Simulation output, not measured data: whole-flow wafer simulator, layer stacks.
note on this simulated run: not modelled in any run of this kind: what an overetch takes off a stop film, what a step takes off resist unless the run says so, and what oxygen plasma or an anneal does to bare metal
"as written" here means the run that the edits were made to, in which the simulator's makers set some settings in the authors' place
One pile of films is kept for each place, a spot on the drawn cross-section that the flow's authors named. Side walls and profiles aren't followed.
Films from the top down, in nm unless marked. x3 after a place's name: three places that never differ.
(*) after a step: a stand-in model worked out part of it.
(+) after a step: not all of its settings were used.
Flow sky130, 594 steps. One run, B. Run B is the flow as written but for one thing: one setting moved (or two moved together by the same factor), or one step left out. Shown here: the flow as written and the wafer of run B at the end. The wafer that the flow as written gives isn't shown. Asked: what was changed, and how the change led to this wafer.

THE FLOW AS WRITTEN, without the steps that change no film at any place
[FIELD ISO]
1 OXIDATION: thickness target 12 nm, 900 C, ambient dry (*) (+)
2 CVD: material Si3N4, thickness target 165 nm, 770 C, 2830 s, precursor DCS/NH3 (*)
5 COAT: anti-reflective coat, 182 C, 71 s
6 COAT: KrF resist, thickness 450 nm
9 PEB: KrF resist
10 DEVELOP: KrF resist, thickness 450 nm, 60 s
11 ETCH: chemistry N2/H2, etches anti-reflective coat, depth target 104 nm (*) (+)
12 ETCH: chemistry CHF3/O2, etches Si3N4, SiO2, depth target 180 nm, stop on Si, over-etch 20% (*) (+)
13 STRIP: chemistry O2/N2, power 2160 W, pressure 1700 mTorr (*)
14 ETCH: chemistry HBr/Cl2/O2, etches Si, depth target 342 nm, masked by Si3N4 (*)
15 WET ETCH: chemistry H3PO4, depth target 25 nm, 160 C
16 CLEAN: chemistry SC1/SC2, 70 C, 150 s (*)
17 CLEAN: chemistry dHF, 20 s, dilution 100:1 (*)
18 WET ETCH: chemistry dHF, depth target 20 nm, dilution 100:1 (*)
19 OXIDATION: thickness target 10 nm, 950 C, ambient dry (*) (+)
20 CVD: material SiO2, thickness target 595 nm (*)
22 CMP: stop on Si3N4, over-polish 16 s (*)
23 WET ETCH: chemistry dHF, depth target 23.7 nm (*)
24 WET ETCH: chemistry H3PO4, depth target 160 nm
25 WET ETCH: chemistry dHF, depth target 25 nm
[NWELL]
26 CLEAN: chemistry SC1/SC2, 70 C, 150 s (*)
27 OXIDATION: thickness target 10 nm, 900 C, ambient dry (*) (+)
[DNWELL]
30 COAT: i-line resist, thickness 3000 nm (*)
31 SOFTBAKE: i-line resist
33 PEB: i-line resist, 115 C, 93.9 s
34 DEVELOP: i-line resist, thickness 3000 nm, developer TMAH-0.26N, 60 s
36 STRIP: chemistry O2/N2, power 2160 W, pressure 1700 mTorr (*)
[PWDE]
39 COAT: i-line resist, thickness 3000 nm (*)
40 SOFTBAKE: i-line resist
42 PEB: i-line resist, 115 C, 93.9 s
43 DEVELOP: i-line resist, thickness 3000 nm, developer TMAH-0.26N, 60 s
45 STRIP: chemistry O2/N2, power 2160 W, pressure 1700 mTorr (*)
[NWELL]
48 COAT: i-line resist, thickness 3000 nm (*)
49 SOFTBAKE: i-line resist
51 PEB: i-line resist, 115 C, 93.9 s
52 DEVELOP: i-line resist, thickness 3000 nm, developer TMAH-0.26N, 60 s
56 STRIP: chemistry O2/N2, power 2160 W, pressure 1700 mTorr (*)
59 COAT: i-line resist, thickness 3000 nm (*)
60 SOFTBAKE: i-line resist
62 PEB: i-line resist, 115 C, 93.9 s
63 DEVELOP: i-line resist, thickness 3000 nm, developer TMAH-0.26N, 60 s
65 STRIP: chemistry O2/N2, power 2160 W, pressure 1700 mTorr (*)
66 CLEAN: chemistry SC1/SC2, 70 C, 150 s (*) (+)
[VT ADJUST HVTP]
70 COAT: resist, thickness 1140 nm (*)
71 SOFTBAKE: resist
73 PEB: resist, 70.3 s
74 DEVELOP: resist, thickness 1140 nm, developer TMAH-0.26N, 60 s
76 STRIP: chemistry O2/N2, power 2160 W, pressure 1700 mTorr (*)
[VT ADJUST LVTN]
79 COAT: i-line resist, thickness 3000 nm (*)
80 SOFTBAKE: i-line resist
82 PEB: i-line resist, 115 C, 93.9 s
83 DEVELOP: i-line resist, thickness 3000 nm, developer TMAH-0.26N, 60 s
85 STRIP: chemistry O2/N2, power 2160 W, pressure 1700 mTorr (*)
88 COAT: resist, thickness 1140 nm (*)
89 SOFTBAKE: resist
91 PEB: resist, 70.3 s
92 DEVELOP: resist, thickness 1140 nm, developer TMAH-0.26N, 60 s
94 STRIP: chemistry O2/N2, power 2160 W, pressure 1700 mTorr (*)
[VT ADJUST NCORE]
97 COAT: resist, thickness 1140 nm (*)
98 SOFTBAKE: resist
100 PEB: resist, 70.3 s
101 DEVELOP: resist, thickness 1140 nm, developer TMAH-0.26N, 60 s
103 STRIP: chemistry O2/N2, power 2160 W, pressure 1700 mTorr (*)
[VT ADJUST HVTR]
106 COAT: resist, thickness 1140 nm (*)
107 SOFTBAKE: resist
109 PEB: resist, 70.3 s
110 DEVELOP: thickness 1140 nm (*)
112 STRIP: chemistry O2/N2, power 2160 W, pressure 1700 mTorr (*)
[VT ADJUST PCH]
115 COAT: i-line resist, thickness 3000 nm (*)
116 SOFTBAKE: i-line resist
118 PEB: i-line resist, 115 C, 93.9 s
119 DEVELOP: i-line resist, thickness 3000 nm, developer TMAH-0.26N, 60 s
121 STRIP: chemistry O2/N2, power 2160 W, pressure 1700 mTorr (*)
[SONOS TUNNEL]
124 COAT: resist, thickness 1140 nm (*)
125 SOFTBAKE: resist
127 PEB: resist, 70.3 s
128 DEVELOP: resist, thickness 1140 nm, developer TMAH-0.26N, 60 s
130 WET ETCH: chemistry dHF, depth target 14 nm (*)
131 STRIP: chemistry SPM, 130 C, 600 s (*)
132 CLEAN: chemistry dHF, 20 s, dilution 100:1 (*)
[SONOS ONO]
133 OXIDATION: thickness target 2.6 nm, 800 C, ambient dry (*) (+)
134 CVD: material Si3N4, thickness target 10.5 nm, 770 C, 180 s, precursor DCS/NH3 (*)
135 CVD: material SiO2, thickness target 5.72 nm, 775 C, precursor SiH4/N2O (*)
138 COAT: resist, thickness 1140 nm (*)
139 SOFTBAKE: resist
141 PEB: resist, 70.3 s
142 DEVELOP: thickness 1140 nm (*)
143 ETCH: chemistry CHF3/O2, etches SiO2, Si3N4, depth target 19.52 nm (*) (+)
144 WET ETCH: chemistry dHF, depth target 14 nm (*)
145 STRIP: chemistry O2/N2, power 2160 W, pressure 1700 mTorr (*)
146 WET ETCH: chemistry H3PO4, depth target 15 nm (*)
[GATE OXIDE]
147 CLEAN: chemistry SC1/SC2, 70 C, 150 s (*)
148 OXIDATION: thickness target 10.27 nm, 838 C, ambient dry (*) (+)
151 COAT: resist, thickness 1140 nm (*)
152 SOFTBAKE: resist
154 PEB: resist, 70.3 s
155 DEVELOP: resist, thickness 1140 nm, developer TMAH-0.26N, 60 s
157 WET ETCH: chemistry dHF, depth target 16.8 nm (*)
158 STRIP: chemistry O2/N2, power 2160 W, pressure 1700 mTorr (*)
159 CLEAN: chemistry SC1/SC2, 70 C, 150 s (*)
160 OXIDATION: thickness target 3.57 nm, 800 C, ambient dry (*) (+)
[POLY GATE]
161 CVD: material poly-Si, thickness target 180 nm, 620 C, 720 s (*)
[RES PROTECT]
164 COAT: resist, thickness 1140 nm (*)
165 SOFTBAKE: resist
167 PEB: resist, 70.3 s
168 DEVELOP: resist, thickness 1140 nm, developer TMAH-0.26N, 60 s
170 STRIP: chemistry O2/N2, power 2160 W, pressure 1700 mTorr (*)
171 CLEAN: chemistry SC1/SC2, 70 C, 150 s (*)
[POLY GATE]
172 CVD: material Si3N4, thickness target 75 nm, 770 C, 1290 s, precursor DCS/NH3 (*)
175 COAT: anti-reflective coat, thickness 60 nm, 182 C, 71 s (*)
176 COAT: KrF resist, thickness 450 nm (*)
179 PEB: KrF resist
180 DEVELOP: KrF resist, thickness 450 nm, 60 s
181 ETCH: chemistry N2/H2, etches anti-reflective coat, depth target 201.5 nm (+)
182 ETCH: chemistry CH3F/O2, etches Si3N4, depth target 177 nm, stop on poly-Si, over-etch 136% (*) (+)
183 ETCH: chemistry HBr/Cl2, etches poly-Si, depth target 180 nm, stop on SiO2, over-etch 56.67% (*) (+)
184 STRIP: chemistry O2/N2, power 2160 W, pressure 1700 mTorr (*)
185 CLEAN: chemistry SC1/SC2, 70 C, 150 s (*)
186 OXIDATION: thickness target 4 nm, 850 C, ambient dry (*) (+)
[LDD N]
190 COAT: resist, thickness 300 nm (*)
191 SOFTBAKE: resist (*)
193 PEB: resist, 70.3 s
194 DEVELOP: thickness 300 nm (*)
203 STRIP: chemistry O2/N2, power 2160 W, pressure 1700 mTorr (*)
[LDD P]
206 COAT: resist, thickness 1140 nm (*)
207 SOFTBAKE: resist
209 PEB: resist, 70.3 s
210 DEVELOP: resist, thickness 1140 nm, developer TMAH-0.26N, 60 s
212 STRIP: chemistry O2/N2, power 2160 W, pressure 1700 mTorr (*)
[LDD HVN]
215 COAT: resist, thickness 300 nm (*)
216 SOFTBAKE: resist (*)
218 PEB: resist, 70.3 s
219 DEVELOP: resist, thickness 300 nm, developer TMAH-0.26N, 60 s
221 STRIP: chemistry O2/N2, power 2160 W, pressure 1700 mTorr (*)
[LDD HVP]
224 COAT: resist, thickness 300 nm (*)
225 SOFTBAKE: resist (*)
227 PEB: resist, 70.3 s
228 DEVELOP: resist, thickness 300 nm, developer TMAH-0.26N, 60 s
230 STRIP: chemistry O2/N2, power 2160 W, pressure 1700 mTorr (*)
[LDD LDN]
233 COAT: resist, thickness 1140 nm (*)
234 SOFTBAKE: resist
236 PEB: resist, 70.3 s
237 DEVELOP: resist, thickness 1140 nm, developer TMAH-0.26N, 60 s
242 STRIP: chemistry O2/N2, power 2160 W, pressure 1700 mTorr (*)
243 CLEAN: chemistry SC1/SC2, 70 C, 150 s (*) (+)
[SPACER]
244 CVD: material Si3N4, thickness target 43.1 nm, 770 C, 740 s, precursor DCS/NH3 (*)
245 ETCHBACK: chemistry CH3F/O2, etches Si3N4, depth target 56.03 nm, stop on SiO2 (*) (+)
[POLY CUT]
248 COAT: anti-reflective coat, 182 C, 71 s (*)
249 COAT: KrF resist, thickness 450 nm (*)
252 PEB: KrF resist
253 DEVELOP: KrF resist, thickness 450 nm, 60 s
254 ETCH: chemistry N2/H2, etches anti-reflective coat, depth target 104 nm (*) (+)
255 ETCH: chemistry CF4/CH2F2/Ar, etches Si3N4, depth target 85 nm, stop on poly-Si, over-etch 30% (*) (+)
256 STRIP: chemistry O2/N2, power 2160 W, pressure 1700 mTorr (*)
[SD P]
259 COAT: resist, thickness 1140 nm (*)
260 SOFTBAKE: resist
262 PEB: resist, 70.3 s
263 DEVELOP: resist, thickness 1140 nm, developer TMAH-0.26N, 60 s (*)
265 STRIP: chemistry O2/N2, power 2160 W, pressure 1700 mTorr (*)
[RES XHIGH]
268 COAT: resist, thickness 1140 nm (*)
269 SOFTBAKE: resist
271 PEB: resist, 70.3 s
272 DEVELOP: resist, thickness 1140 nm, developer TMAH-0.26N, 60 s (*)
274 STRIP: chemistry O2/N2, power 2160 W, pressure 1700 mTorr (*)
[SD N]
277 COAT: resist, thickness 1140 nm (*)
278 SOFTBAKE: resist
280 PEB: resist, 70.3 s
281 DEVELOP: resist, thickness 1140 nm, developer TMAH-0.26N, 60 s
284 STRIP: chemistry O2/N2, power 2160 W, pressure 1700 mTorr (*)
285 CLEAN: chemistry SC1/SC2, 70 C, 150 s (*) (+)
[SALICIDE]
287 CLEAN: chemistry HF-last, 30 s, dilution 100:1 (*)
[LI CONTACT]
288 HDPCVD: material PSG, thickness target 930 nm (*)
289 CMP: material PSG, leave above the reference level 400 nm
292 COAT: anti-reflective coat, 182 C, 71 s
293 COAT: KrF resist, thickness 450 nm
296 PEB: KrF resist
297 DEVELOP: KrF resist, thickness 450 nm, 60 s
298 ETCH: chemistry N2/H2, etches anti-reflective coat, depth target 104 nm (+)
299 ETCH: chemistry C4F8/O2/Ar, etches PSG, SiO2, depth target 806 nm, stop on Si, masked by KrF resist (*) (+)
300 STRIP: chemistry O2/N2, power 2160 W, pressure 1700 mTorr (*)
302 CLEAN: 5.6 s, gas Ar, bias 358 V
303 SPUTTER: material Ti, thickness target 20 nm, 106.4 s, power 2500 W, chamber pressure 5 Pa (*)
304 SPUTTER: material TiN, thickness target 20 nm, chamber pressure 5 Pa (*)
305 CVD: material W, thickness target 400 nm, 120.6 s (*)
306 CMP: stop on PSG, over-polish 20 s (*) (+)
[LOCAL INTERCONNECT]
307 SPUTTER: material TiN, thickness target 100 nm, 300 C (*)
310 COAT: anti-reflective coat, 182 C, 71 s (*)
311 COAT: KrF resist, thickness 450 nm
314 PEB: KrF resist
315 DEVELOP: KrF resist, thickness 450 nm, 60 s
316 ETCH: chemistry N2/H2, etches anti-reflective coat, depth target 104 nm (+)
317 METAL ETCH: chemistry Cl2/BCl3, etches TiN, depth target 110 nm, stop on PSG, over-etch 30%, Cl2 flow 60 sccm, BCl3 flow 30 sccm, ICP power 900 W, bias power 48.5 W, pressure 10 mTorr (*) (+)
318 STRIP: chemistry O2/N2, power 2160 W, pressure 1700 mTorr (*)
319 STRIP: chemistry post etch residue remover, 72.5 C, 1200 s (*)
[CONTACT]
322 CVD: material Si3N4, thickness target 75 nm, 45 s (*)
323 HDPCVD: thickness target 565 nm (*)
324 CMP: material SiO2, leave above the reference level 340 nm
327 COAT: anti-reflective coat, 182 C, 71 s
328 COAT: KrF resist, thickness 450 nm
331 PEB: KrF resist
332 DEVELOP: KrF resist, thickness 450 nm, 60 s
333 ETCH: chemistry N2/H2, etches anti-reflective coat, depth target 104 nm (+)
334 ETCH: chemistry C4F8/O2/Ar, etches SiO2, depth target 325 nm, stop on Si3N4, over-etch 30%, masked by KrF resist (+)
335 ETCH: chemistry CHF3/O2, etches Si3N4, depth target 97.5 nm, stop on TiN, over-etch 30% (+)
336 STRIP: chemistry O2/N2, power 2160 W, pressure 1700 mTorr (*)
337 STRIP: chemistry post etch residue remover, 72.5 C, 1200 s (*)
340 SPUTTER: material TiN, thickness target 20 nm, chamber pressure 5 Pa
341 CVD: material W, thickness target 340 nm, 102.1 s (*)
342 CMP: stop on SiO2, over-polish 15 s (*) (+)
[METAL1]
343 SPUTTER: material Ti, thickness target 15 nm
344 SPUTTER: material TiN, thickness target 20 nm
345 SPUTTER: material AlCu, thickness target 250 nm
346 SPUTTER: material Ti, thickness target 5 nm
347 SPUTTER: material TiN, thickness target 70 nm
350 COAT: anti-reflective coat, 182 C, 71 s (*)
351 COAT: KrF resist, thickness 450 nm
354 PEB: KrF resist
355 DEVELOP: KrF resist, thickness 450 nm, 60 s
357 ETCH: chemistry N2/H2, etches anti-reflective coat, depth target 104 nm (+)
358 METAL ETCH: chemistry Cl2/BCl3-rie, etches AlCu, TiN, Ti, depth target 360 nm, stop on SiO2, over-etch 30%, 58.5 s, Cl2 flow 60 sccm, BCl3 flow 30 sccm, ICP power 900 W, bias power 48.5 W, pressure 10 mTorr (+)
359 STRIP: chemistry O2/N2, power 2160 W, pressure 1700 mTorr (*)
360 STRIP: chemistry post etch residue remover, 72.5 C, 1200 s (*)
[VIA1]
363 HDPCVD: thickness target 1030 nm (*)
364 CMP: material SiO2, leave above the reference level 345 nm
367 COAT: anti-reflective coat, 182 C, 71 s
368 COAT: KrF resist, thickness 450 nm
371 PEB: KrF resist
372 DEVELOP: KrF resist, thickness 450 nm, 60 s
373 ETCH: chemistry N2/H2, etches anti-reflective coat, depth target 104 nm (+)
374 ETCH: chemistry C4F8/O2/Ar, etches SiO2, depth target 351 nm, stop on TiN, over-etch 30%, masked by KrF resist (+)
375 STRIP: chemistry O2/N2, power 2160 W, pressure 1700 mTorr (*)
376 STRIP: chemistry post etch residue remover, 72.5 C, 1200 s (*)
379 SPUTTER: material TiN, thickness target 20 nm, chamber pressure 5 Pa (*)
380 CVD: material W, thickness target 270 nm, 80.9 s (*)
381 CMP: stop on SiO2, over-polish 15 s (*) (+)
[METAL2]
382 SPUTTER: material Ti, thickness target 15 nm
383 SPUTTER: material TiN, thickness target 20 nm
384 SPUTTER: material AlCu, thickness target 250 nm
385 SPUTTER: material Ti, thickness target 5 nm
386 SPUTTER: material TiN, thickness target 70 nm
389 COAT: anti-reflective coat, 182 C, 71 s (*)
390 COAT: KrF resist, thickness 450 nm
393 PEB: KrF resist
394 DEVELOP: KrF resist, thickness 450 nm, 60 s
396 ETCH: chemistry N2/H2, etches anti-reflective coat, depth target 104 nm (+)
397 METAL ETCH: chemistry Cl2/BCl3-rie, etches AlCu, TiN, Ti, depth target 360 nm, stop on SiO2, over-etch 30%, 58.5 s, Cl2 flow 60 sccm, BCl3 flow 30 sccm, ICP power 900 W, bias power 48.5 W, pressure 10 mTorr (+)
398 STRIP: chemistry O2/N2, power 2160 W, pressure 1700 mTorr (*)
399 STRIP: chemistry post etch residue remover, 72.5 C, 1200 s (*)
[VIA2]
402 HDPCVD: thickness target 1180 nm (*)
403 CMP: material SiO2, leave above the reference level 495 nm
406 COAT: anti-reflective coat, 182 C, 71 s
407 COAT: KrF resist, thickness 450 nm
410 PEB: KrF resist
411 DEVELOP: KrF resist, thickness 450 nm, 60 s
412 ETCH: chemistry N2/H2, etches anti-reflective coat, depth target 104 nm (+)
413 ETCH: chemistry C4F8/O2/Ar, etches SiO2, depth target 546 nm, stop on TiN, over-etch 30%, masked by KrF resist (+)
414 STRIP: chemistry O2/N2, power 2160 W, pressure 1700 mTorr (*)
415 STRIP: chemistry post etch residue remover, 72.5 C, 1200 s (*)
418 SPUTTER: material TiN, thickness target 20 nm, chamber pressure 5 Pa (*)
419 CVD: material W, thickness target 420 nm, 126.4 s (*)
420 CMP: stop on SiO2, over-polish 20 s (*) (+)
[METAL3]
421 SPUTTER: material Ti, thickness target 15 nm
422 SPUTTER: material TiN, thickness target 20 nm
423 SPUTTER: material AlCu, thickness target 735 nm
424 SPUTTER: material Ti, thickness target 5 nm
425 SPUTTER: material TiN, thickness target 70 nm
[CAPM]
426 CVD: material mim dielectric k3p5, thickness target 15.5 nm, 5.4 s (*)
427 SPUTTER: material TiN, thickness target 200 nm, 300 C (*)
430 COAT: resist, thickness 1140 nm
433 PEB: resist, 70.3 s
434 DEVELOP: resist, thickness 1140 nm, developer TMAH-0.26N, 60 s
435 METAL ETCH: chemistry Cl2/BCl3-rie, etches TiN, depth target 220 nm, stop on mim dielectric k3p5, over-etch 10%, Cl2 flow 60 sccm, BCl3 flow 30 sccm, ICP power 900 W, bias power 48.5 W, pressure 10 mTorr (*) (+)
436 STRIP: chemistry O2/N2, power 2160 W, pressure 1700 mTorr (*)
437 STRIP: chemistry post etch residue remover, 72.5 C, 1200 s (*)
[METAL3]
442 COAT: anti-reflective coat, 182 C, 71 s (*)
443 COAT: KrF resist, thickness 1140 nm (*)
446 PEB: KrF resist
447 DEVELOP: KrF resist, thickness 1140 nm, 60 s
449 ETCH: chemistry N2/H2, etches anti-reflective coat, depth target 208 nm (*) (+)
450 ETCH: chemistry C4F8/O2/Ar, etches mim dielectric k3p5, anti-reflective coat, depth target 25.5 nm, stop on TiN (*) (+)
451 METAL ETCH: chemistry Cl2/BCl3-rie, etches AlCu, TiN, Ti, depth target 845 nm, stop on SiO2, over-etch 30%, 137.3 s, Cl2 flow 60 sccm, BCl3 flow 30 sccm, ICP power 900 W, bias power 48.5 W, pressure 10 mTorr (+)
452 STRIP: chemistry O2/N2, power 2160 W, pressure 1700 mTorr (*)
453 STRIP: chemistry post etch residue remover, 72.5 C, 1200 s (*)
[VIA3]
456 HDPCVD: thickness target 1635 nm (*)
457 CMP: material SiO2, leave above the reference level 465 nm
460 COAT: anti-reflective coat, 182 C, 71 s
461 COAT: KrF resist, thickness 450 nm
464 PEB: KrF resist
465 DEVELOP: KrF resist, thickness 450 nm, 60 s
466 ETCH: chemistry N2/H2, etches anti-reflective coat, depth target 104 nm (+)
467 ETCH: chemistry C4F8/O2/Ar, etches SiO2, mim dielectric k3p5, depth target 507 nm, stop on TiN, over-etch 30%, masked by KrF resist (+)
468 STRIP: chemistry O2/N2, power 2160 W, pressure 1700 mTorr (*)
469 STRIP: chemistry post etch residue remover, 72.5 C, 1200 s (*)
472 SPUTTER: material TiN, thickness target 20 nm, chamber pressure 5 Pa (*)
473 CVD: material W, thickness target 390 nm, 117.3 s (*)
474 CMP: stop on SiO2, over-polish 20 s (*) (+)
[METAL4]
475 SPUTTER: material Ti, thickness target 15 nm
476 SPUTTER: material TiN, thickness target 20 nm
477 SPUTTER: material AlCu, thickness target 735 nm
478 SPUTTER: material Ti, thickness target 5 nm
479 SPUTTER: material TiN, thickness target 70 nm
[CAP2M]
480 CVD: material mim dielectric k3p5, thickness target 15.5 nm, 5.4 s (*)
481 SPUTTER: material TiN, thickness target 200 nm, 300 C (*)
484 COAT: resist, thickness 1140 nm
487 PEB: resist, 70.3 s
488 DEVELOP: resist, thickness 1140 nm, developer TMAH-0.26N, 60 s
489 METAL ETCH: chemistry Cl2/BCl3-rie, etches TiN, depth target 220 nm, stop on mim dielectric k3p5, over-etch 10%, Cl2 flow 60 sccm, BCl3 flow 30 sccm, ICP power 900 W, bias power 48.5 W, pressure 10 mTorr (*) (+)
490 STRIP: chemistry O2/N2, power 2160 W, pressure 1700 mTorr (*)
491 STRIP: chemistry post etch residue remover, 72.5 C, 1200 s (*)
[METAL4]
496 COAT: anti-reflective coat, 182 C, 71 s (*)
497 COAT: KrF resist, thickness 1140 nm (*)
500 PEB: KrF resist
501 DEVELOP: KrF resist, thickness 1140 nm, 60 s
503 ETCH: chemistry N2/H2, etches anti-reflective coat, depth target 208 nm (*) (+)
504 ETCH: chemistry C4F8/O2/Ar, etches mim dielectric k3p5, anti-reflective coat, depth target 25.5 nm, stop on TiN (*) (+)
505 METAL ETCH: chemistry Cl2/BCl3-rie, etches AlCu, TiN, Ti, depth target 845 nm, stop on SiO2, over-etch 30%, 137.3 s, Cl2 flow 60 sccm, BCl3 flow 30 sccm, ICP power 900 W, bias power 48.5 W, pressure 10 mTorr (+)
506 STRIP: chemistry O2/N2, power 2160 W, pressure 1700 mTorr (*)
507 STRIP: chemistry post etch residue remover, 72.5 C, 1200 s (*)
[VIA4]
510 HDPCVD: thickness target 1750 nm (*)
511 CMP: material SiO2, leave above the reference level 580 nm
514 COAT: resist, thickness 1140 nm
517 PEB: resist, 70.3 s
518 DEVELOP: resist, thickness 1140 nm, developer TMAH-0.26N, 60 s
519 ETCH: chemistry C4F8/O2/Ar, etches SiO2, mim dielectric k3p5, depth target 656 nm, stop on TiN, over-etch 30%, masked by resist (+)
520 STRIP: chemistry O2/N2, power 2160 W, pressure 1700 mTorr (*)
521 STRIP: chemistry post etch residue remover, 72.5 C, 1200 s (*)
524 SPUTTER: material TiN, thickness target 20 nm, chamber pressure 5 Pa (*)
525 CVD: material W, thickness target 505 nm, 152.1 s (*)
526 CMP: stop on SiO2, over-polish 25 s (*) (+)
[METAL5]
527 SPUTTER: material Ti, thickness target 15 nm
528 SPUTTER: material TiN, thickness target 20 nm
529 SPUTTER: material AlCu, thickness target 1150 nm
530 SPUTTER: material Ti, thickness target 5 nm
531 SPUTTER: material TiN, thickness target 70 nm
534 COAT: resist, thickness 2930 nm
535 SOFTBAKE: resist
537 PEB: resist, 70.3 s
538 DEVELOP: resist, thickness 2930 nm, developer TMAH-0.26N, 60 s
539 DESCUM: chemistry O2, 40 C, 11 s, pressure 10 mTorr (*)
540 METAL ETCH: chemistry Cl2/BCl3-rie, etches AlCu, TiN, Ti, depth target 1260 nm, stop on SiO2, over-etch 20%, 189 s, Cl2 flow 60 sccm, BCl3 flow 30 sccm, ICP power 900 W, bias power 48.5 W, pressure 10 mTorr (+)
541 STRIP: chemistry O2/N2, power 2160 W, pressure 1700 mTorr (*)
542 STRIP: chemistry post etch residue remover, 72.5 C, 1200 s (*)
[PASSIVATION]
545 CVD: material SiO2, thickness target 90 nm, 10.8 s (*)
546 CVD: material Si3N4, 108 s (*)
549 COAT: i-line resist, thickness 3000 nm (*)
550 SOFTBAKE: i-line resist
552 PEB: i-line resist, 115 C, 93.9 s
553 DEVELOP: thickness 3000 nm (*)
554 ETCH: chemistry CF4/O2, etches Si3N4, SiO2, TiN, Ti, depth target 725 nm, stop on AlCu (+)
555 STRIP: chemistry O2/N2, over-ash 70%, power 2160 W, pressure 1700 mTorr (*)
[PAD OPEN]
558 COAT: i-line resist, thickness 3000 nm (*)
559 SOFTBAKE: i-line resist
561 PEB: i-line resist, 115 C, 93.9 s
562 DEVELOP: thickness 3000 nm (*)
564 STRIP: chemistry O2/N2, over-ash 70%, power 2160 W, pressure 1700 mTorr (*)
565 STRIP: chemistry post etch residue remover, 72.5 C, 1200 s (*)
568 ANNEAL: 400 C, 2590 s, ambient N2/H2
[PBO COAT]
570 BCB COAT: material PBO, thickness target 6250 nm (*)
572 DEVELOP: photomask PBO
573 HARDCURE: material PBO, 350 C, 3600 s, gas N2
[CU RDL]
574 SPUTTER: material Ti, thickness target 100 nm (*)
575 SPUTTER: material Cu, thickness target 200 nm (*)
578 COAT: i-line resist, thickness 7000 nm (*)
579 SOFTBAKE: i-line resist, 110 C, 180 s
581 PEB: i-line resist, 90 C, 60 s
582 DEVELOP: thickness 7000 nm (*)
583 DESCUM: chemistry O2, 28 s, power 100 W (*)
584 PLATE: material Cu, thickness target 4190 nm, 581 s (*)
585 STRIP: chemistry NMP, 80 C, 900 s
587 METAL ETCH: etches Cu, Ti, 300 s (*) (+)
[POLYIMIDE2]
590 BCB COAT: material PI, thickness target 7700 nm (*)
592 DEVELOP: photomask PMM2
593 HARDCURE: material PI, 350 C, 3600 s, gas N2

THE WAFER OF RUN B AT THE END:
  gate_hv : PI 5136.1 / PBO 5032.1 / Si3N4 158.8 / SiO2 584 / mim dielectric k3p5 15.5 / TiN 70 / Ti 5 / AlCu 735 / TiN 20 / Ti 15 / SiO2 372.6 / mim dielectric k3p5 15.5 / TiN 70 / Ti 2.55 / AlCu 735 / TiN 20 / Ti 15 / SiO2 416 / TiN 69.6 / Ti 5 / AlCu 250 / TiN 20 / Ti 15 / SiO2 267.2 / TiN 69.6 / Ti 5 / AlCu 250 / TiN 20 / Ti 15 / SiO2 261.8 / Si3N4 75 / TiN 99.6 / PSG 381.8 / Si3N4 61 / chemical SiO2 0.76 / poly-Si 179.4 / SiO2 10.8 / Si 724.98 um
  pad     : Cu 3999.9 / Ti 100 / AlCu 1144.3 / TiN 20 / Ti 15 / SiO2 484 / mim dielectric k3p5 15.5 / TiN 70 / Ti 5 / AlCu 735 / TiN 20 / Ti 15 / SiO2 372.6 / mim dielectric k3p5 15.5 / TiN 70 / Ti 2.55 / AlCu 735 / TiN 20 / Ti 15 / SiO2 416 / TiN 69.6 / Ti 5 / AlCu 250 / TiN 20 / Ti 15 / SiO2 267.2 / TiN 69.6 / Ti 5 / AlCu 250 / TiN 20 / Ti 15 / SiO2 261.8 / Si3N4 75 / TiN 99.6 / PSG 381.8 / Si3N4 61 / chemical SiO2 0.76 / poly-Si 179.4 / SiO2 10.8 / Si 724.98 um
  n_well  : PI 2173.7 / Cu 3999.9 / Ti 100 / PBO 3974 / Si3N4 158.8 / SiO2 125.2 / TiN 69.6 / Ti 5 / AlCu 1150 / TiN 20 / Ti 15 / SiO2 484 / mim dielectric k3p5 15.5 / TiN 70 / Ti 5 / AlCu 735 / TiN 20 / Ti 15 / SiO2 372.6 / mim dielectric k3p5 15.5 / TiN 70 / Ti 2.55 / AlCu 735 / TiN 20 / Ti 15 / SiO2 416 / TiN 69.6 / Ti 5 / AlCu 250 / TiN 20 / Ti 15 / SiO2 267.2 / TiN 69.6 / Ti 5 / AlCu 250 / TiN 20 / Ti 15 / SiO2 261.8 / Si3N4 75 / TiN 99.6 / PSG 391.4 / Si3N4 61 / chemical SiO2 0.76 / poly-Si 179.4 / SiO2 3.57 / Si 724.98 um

The cause: step 424, SPUTTER: thickness target 2.55 nm was run, where the flow has thickness target 5 nm.
It can be read off the wafer: gate_hv has Ti 2.55, and step 424 as written asks for 5 nm.

How the change led to this, step by step:
  424 SPUTTER: material Ti, thickness target 5 nm
      field, active, n_well and 188 more: Ti +2.55 (new film) (as written it would be: Ti +5 (new film))
  451 METAL ETCH: chemistry Cl2/BCl3-rie, etches AlCu, TiN, Ti, depth target 845 nm, stop on SiO2, over-etch 30%, 137.3 s, Cl2 flow 60 sccm, BCl3 flow 30 sccm, ICP power 900 W, bias power 48.5 W, pressure 10 mTorr (+)
      field, gate, spacer and 68 more: TiN -70 (all of it), Ti -2.55 (all of it), AlCu -735 (all of it), TiN -20 (all of it), Ti -15 (all of it), SiO2 -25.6 (as written it would be: TiN -70 (all of it), Ti -5 (all of it), AlCu -735 (all of it), TiN -20 (all of it), Ti -15 (all of it), SiO2 -25.4)
      active, vpp_ln, vpp_iso2 and 11 more: TiN -70 (all of it), Ti -2.55 (all of it), AlCu -735 (all of it), TiN -20 (all of it), Ti -15 (all of it), SiO2 -25.6 (as written it would be: TiN -70 (all of it), Ti -5 (all of it), AlCu -735 (all of it), TiN -20 (all of it), Ti -15 (all of it), SiO2 -25.3)
